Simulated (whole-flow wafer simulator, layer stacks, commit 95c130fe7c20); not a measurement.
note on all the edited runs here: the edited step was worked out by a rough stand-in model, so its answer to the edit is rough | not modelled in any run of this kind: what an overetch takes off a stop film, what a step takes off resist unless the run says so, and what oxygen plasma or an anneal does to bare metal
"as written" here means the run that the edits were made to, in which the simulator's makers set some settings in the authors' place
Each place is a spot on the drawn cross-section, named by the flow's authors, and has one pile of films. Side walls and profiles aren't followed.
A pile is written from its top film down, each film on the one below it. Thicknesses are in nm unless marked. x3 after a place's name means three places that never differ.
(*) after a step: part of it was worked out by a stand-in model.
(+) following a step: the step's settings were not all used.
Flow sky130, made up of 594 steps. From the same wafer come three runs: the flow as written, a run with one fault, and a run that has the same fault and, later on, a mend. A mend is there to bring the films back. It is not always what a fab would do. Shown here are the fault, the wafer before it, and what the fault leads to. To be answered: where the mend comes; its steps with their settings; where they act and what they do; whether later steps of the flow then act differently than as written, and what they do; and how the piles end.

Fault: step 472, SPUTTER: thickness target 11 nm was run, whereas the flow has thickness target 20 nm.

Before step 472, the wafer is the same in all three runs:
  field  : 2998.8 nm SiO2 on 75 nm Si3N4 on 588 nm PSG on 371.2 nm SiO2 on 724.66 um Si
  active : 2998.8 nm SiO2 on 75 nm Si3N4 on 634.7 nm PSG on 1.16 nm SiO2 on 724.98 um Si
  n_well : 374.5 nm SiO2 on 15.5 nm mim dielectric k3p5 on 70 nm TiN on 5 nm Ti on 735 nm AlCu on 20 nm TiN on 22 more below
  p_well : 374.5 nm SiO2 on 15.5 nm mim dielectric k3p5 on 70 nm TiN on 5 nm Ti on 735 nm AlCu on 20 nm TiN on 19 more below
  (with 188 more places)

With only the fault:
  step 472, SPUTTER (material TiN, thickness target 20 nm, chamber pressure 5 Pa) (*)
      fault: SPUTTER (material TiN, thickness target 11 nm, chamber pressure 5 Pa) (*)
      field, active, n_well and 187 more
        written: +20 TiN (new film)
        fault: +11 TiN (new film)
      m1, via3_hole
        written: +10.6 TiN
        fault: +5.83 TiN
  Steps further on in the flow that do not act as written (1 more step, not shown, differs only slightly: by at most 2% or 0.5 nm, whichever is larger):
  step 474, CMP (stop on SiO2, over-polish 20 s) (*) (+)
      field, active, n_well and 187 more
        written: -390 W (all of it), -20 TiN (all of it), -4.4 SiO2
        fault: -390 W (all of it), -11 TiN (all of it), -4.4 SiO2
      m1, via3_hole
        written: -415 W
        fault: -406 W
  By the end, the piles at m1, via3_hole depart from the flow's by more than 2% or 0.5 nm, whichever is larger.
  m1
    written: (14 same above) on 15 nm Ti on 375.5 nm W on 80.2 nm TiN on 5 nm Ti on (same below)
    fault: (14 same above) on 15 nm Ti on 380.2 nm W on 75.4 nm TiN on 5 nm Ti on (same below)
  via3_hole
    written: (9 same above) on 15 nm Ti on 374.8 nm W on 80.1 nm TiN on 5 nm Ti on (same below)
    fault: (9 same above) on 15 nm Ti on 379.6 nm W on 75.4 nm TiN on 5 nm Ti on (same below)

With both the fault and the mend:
  The mend follows step 472.
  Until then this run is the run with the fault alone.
  step 472a, SPUTTER (material TiN, thickness target 9 nm, chamber pressure 5 Pa) (*) (the flow's step 472, run once more with other settings)
      field, active, n_well and 187 more
        +9 TiN
      m1
        +4.74 TiN
      via3_hole
        +4.7 TiN
  None of the later steps of the flow acts differently than as written at any place that is followed.
  When the end is reached, the piles differ only a little from the flow's at the places that both follow, at most by 2% or 0.5 nm, whichever is larger.
